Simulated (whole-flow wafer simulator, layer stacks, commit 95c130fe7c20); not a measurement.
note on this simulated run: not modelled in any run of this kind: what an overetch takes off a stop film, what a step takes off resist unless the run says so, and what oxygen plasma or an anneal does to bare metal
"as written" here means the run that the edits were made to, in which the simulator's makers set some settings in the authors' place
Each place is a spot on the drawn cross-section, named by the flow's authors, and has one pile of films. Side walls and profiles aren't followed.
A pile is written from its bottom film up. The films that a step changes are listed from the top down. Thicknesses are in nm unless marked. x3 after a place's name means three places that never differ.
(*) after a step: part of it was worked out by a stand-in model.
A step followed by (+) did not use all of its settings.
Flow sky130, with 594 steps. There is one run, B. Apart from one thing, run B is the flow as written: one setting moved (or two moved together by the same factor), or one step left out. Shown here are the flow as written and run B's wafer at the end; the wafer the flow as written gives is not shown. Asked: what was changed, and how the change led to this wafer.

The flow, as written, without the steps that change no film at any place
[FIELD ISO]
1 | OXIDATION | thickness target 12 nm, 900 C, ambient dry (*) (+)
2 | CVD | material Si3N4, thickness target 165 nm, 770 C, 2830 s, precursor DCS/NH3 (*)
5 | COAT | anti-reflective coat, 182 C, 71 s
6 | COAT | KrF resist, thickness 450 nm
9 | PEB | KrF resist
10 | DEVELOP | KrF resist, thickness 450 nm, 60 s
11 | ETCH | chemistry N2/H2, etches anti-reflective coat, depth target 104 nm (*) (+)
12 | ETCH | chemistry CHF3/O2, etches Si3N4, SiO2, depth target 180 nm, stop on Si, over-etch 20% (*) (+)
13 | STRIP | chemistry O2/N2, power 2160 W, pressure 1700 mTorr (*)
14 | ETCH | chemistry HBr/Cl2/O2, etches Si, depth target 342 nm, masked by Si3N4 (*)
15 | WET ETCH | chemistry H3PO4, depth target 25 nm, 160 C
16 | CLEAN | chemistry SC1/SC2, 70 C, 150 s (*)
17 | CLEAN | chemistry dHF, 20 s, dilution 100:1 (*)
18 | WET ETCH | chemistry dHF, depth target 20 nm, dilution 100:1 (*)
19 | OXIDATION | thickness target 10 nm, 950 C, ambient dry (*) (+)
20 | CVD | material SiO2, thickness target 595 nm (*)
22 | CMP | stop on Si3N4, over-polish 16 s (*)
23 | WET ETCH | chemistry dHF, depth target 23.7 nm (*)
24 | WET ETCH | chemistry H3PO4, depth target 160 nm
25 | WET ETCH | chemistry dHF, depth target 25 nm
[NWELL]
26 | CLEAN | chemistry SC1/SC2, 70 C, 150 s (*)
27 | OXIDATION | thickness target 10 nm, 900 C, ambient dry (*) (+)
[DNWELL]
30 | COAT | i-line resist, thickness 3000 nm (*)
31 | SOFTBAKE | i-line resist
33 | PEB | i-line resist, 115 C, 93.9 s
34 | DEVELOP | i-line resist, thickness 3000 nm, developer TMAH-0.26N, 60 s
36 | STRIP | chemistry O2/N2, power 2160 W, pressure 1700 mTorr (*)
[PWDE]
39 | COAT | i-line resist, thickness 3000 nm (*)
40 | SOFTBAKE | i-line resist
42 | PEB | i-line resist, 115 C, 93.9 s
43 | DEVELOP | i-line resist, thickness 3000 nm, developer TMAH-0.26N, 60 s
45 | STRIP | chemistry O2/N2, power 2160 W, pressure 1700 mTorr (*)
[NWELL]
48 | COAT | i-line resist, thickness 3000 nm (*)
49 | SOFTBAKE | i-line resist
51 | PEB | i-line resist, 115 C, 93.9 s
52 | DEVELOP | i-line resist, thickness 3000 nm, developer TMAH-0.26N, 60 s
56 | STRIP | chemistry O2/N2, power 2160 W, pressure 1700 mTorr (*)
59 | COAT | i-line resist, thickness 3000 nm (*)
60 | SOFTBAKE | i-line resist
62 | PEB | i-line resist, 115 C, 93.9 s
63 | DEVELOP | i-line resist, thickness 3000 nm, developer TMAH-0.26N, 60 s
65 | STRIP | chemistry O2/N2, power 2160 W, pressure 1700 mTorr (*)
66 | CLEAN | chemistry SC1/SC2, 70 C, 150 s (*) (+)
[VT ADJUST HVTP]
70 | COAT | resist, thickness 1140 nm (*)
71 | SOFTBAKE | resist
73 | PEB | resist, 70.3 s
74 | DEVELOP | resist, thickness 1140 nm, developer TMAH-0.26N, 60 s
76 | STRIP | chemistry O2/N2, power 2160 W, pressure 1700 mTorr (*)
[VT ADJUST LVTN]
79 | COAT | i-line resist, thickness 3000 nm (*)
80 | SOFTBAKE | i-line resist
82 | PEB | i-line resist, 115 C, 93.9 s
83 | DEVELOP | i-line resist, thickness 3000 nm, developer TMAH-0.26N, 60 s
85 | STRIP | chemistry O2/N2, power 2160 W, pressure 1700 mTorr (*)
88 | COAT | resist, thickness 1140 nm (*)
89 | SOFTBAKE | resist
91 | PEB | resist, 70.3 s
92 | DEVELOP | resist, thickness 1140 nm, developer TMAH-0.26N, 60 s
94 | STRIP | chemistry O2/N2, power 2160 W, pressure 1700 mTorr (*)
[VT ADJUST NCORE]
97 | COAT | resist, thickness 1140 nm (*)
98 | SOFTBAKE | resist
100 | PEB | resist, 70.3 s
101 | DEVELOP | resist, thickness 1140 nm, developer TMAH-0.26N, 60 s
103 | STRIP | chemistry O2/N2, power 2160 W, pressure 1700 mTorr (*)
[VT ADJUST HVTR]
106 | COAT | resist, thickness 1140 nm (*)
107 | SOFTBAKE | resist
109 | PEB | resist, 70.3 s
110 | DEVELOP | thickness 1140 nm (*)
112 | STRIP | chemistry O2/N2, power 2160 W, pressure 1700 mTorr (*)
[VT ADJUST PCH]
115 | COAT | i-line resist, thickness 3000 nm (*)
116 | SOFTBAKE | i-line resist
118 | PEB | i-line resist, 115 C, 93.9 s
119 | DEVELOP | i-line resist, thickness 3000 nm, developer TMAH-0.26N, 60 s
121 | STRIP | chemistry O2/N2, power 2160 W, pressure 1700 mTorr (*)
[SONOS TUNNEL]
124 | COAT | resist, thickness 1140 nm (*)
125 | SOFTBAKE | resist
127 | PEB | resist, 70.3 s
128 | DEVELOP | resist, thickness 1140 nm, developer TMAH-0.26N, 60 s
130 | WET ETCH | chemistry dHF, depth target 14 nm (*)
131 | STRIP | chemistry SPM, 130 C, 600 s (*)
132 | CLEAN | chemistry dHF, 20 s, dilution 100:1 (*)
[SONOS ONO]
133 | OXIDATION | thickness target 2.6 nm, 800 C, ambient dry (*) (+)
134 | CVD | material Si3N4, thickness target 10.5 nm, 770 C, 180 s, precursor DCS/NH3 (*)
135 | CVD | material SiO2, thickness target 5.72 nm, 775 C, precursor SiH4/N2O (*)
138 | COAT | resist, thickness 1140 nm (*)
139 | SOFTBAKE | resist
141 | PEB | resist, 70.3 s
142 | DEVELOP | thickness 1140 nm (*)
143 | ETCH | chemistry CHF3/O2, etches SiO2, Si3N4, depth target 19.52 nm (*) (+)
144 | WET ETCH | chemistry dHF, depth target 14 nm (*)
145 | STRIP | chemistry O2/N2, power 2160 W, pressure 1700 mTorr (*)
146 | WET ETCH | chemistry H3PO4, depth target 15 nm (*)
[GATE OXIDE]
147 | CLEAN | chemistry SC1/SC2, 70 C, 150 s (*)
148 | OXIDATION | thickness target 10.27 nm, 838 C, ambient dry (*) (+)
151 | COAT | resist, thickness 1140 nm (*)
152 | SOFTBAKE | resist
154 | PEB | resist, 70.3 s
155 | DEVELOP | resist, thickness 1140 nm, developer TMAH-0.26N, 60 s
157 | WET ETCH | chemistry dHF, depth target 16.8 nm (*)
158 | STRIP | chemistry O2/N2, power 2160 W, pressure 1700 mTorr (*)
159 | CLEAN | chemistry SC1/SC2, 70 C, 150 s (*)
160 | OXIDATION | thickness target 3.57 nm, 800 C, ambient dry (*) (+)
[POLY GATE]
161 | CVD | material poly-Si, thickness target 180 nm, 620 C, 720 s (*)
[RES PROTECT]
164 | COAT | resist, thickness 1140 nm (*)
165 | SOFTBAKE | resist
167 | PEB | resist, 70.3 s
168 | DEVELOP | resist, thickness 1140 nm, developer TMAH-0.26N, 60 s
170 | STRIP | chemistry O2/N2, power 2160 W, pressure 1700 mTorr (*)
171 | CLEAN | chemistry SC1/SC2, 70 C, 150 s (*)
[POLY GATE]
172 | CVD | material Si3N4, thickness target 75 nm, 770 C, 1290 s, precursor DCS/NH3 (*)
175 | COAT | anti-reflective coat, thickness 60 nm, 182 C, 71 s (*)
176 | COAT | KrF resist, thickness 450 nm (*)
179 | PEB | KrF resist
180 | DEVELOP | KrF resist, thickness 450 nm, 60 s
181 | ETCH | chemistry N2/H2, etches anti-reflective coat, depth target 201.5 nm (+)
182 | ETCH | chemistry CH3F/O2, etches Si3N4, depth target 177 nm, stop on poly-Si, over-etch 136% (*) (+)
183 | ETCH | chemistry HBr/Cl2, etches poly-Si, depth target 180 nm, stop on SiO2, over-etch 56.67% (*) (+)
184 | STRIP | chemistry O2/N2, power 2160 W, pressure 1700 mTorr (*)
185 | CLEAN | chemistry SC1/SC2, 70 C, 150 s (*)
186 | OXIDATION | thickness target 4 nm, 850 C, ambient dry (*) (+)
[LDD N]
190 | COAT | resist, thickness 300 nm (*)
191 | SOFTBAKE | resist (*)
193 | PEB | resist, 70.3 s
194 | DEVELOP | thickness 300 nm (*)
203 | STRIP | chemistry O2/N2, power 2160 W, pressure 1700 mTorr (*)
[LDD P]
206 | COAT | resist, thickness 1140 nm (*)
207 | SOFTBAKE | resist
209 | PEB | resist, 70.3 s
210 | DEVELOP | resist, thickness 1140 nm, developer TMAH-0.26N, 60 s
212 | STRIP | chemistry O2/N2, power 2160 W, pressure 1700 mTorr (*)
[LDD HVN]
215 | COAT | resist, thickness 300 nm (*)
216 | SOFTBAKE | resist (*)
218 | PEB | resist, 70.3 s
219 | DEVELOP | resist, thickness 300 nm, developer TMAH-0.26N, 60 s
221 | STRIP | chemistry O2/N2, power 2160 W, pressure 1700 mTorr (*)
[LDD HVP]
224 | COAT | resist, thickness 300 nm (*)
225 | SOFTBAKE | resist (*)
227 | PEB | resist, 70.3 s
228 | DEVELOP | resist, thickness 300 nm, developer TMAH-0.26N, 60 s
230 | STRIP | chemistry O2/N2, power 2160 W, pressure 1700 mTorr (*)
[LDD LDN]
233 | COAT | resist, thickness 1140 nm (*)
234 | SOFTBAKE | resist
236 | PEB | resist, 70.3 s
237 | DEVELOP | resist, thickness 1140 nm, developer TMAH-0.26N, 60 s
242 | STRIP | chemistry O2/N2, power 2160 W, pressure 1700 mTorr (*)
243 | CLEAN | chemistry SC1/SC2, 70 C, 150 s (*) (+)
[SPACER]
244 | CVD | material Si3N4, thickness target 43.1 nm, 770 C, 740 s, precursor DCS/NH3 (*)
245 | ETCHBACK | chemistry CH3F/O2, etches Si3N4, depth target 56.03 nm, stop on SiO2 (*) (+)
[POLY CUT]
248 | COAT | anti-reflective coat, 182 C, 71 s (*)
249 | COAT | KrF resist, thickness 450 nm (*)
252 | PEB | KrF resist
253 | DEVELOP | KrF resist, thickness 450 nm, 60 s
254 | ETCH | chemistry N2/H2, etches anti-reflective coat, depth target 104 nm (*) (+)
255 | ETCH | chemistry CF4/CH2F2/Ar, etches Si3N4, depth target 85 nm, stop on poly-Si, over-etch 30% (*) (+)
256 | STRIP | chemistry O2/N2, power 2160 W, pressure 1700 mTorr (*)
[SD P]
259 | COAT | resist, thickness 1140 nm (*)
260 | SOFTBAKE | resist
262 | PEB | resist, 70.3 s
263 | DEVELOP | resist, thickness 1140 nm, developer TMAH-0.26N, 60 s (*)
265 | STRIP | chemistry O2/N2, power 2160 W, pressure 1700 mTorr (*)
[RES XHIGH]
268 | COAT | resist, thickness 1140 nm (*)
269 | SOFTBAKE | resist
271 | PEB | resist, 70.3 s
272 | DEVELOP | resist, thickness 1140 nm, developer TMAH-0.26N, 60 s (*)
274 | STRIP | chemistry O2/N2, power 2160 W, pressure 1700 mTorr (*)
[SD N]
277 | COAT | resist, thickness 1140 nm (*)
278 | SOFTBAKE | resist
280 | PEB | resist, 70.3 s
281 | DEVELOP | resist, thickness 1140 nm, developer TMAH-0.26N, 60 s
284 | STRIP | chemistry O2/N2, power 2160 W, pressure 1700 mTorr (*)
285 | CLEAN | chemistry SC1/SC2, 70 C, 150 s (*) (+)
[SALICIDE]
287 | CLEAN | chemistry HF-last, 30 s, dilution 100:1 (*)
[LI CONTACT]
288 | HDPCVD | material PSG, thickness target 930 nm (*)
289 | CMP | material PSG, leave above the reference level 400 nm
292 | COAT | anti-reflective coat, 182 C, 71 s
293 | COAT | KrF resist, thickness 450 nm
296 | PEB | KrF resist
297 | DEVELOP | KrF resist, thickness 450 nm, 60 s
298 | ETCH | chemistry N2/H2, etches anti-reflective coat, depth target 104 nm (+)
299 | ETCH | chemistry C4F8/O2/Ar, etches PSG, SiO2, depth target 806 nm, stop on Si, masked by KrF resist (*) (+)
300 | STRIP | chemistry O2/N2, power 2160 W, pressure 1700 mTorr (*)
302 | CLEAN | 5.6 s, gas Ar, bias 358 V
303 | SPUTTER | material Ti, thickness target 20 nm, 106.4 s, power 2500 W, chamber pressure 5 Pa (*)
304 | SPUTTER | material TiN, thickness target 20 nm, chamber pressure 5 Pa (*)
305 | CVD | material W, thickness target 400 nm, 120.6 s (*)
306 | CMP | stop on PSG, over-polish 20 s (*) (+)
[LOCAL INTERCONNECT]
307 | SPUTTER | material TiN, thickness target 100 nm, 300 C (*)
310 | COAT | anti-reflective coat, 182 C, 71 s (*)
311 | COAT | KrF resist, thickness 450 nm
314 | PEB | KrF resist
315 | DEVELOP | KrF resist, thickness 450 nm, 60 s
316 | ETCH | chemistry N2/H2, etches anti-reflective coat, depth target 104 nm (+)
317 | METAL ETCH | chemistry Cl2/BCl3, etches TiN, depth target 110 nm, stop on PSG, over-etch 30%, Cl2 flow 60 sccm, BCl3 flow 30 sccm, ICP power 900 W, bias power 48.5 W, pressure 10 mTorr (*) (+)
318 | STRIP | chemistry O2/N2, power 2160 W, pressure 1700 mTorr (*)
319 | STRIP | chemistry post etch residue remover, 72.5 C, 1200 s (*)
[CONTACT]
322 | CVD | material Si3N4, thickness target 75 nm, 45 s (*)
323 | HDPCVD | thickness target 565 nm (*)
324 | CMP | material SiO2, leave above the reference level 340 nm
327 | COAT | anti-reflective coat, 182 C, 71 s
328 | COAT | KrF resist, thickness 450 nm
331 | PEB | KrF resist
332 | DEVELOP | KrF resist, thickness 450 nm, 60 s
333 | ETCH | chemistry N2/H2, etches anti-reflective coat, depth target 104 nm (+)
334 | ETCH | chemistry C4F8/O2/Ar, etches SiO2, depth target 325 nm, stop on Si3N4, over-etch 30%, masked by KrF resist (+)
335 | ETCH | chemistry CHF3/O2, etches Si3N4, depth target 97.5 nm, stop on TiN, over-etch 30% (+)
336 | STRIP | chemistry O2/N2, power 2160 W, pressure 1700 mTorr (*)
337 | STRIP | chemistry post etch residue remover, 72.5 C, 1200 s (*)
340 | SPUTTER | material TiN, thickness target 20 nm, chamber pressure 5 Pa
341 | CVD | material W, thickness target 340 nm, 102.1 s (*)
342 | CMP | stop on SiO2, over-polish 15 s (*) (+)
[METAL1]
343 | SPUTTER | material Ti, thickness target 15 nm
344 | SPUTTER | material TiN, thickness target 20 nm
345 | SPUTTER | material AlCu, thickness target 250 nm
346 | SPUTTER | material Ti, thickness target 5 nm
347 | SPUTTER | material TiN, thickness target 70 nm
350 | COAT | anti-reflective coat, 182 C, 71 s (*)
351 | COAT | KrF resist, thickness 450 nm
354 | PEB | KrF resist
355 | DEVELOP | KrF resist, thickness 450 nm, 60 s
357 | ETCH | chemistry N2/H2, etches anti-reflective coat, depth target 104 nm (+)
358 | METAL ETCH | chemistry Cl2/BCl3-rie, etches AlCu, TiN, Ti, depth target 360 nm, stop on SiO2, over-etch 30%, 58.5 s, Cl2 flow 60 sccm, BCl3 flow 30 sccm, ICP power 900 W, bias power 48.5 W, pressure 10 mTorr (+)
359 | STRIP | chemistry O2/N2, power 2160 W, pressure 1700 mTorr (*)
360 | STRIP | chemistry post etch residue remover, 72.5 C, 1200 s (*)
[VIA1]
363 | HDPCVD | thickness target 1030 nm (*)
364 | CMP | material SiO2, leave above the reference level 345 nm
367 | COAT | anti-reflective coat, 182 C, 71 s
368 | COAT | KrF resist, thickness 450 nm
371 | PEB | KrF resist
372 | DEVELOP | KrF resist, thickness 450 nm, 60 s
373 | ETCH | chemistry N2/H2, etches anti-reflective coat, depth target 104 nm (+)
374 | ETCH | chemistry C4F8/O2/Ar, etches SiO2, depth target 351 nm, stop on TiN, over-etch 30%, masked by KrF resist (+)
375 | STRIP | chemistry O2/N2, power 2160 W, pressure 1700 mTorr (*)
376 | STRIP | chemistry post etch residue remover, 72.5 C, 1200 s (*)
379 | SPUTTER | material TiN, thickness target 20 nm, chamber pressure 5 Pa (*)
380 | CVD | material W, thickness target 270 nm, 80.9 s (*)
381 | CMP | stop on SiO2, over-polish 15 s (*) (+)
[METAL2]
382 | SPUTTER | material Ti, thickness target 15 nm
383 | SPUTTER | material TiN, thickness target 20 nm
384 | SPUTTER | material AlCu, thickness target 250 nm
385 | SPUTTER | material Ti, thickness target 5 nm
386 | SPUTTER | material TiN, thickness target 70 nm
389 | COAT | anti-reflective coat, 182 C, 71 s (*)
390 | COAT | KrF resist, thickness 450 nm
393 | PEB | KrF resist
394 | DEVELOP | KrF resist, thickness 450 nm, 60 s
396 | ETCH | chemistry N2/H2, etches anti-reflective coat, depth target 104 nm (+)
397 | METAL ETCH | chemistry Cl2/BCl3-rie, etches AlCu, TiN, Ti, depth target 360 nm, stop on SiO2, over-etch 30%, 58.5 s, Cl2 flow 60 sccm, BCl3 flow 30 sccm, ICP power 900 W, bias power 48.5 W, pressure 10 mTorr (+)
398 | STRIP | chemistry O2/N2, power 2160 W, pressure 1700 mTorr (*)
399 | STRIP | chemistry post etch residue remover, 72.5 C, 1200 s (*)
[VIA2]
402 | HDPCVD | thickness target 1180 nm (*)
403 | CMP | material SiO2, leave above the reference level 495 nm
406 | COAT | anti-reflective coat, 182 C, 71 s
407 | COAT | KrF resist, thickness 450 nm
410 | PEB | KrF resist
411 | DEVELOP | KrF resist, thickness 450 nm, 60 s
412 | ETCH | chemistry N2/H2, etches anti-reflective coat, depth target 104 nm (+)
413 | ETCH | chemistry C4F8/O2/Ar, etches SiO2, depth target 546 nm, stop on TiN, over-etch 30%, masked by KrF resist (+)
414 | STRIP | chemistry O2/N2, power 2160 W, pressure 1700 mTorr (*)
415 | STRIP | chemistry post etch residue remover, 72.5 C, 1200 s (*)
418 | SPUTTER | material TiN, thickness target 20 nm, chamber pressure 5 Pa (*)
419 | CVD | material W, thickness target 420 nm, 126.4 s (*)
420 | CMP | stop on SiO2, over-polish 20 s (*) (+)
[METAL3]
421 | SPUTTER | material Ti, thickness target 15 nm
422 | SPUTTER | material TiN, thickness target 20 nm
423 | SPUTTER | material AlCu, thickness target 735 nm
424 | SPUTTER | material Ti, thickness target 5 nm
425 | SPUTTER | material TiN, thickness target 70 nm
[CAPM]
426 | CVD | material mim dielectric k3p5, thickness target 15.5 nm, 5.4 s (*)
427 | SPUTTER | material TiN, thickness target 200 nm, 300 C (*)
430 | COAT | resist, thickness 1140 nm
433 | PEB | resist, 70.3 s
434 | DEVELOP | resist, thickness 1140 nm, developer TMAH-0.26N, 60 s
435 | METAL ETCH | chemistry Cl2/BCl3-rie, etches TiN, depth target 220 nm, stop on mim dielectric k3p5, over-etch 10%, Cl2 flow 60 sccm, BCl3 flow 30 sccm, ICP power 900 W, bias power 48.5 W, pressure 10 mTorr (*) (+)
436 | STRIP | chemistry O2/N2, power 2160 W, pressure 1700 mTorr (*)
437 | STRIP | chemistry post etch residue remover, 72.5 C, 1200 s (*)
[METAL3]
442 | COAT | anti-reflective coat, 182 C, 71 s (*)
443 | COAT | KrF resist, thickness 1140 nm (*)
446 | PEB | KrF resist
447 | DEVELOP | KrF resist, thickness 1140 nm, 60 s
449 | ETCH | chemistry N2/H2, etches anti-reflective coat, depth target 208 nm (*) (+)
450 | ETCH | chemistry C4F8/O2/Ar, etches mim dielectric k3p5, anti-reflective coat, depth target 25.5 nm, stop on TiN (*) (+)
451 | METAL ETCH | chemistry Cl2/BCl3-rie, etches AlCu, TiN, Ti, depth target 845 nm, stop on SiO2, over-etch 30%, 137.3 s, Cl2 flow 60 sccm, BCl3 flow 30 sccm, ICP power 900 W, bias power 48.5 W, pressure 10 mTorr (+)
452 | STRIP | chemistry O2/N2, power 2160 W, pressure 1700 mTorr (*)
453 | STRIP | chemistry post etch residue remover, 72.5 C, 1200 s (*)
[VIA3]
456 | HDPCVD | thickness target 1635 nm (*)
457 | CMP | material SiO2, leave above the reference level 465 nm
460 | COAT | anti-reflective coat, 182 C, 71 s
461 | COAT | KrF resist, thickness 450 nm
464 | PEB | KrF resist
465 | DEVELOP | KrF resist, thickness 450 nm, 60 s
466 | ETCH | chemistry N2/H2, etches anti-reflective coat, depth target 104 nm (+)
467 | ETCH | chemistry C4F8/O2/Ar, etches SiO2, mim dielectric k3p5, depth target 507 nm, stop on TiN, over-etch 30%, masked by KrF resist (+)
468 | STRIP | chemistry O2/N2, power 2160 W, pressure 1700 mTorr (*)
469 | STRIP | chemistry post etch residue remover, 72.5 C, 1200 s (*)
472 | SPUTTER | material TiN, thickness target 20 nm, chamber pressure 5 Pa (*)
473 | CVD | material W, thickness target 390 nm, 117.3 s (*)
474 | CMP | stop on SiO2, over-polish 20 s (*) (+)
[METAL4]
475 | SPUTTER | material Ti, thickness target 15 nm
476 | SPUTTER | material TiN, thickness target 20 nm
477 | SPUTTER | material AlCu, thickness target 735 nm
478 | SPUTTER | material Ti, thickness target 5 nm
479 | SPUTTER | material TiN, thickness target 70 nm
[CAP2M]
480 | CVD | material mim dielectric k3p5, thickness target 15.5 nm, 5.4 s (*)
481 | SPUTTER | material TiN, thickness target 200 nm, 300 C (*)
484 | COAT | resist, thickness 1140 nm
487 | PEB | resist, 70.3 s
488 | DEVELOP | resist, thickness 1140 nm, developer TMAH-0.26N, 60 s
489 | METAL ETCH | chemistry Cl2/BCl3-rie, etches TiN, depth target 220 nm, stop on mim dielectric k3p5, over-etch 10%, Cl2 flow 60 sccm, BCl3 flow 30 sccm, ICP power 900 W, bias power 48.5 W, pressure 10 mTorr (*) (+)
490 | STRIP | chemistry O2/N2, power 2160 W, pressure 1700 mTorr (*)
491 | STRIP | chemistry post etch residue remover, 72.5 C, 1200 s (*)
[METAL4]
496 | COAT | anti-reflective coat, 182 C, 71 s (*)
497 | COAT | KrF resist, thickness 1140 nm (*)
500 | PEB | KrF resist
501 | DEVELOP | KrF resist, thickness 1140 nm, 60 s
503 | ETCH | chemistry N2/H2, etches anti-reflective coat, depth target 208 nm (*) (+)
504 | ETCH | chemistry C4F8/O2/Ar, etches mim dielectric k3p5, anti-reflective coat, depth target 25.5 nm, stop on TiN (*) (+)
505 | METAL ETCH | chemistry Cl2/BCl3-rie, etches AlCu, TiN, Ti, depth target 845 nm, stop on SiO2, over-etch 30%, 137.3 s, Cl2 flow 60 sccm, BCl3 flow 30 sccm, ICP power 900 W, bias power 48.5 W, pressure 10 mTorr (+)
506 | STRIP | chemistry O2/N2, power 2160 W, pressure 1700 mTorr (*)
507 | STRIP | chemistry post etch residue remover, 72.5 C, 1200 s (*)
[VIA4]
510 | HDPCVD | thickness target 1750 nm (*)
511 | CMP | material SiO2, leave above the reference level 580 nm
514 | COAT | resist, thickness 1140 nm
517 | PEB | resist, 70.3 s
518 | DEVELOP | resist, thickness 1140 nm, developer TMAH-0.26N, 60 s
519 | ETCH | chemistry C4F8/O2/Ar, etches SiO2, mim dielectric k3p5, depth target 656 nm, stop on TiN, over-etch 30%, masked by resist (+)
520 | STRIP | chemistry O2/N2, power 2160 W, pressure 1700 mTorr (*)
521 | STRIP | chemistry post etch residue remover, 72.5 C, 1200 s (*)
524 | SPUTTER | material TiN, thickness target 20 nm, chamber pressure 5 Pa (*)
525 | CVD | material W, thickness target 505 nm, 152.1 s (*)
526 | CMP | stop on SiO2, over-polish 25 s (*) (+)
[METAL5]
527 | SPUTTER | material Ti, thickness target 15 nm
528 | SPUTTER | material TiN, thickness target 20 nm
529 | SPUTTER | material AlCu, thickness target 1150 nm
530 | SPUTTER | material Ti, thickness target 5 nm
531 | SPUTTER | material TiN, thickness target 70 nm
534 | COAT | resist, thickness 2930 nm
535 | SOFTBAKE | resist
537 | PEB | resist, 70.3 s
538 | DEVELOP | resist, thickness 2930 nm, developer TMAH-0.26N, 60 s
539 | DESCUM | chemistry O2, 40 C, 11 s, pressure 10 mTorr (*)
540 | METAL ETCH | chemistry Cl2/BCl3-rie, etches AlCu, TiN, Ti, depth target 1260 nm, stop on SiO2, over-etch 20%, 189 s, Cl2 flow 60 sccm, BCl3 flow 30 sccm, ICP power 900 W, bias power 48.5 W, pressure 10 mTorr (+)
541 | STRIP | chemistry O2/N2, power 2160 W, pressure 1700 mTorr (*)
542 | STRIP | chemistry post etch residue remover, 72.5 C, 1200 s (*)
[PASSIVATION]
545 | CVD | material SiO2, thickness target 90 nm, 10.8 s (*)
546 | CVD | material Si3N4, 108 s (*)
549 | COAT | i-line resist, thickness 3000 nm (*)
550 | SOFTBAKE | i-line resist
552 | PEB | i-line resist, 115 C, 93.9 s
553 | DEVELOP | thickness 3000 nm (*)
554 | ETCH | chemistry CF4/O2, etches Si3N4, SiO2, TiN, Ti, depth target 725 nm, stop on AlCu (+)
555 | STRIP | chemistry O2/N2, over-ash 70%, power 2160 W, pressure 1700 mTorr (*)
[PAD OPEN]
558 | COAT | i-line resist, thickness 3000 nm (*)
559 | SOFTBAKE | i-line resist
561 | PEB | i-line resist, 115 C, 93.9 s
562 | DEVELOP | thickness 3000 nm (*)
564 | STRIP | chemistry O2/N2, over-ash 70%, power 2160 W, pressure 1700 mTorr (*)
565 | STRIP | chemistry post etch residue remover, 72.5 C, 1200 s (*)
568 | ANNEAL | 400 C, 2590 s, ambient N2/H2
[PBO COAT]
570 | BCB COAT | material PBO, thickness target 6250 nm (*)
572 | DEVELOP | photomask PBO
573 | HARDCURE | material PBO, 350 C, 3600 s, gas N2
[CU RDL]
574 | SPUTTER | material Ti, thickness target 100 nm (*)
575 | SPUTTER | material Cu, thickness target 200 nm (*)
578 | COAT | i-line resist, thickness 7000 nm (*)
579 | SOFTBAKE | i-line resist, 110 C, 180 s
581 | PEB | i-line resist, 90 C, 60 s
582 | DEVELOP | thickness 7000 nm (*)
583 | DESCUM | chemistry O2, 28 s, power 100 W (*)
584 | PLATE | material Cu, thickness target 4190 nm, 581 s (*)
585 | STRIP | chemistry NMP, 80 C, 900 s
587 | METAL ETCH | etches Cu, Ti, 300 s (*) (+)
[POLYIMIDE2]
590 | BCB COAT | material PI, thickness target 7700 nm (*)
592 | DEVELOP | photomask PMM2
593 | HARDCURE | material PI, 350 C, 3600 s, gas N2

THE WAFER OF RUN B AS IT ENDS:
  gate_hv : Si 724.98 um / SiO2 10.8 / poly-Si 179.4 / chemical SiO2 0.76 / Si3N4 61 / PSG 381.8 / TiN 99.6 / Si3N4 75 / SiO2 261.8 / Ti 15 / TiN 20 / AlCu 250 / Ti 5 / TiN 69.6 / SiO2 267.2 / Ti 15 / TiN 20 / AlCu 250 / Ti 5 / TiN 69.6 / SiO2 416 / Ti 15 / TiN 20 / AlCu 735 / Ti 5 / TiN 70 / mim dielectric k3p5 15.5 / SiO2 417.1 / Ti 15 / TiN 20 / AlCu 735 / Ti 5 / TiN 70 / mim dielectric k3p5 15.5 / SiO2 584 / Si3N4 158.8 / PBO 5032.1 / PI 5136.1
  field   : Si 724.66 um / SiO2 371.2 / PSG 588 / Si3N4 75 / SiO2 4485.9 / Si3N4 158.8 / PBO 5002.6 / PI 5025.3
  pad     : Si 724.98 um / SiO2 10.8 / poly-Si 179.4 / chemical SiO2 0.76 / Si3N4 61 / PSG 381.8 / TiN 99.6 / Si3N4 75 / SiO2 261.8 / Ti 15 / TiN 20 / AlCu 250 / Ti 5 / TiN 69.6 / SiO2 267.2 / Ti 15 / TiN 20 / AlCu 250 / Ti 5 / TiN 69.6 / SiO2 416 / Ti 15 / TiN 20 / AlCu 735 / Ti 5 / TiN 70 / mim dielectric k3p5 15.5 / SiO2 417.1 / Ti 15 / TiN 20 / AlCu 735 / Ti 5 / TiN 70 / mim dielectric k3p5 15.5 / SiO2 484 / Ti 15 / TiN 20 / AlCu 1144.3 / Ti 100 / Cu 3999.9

What caused this: step 457, CMP: leave above the reference level 512 nm was run, though the flow has leave above the reference level 465 nm.

The path from the change to this, step by step:
  457 | CMP | material SiO2, leave above the reference level 465 nm
      n_well, p_well, gate_hv and 99 more: -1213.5 SiO2 (in the flow as written it would be: -1260.5 SiO2)
      field, active, gate and 82 more: -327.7 SiO2 (in the flow as written it would be: -374.7 SiO2)
      (also at 5 further places)
  467 | ETCH | chemistry C4F8/O2/Ar, etches SiO2, mim dielectric k3p5, depth target 507 nm, stop on TiN, over-etch 30%, masked by KrF resist (+)
      m1: -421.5 SiO2 (all of it), -15.5 mim dielectric k3p5 (all of it) (in the flow as written it would be: -374.5 SiO2 (all of it), -15.5 mim dielectric k3p5 (all of it))
      via3_hole: -420.9 SiO2 (all of it), -15.5 mim dielectric k3p5 (all of it) (in the flow as written it would be: -373.9 SiO2 (all of it), -15.5 mim dielectric k3p5 (all of it))
  472 | SPUTTER | material TiN, thickness target 20 nm, chamber pressure 5 Pa (*)
      m1, via3_hole: +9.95 TiN (in the flow as written it would be: +10.6 TiN)
  473 | CVD | material W, thickness target 390 nm, 117.3 s (*)
      m1: +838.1 W (new film) (in the flow as written it would be: +790.5 W (new film))
      via3_hole: +837.5 W (new film) (in the flow as written it would be: +789.9 W (new film))
